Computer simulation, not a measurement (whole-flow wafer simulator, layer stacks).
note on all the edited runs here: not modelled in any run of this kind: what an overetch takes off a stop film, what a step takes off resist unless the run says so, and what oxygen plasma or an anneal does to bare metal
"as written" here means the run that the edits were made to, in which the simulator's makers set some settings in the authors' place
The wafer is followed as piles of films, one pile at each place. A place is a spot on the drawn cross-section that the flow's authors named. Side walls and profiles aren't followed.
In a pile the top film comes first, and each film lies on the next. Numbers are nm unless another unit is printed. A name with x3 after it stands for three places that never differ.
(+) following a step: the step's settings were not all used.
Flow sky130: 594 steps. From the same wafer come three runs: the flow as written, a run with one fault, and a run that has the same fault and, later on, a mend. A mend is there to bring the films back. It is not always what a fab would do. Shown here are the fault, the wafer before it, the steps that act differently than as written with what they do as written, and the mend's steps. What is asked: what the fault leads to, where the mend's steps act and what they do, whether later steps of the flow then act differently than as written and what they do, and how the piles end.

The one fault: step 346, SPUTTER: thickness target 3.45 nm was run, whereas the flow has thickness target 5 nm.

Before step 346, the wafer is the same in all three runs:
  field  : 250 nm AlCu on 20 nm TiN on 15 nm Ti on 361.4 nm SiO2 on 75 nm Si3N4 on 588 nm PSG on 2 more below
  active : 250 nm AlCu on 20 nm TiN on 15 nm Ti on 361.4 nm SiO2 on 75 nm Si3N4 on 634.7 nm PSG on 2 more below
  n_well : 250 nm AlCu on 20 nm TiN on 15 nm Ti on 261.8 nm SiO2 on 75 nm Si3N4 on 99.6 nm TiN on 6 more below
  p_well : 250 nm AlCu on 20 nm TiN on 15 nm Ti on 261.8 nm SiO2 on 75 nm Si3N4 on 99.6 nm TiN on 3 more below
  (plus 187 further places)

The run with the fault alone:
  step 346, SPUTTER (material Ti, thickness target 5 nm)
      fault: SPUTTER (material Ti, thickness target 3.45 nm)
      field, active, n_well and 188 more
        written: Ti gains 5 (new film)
        fault: Ti gains 3.45 (new film)
  Later steps of the flow acting differently than as written (not shown: 15 more steps that differ only slightly, by at most 2% or 0.5 nm, whichever is larger):
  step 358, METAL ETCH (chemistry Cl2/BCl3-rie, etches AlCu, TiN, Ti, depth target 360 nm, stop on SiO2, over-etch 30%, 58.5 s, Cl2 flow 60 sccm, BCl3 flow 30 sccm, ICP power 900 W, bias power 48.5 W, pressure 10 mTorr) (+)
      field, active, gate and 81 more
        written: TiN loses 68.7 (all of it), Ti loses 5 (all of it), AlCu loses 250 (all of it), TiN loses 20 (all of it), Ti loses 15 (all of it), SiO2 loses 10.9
        fault: TiN loses 68.7 (all of it), Ti loses 3.45 (all of it), AlCu loses 250 (all of it), TiN loses 20 (all of it), Ti loses 15 (all of it), SiO2 loses 11.1
  At n_well, p_well, gate_hv and 104 more, the piles at the end differ from the flow's by more than 2% or 0.5 nm, whichever is larger.
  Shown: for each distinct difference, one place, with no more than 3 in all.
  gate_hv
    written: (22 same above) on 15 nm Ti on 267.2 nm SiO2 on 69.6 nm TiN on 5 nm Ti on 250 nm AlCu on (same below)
    fault: (22 same above) on 15 nm Ti on 268.8 nm SiO2 on 69.6 nm TiN on 3.45 nm Ti on 250 nm AlCu on (same below)
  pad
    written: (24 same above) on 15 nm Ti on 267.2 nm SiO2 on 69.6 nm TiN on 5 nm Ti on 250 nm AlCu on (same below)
    fault: (24 same above) on 15 nm Ti on 268.8 nm SiO2 on 69.6 nm TiN on 3.45 nm Ti on 250 nm AlCu on (same below)
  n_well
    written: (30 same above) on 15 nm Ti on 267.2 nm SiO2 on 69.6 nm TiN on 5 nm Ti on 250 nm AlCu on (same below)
    fault: (30 same above) on 15 nm Ti on 268.8 nm SiO2 on 69.6 nm TiN on 3.45 nm Ti on 250 nm AlCu on (same below)

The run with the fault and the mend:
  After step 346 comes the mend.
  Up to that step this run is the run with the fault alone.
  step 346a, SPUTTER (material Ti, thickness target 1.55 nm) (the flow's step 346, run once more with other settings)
      field, active, n_well and 188 more
        Ti gains 1.55
  Later steps of the flow that are run all act as written at every place that is followed.
  By the end, the piles equal the flow's at every place that both follow.
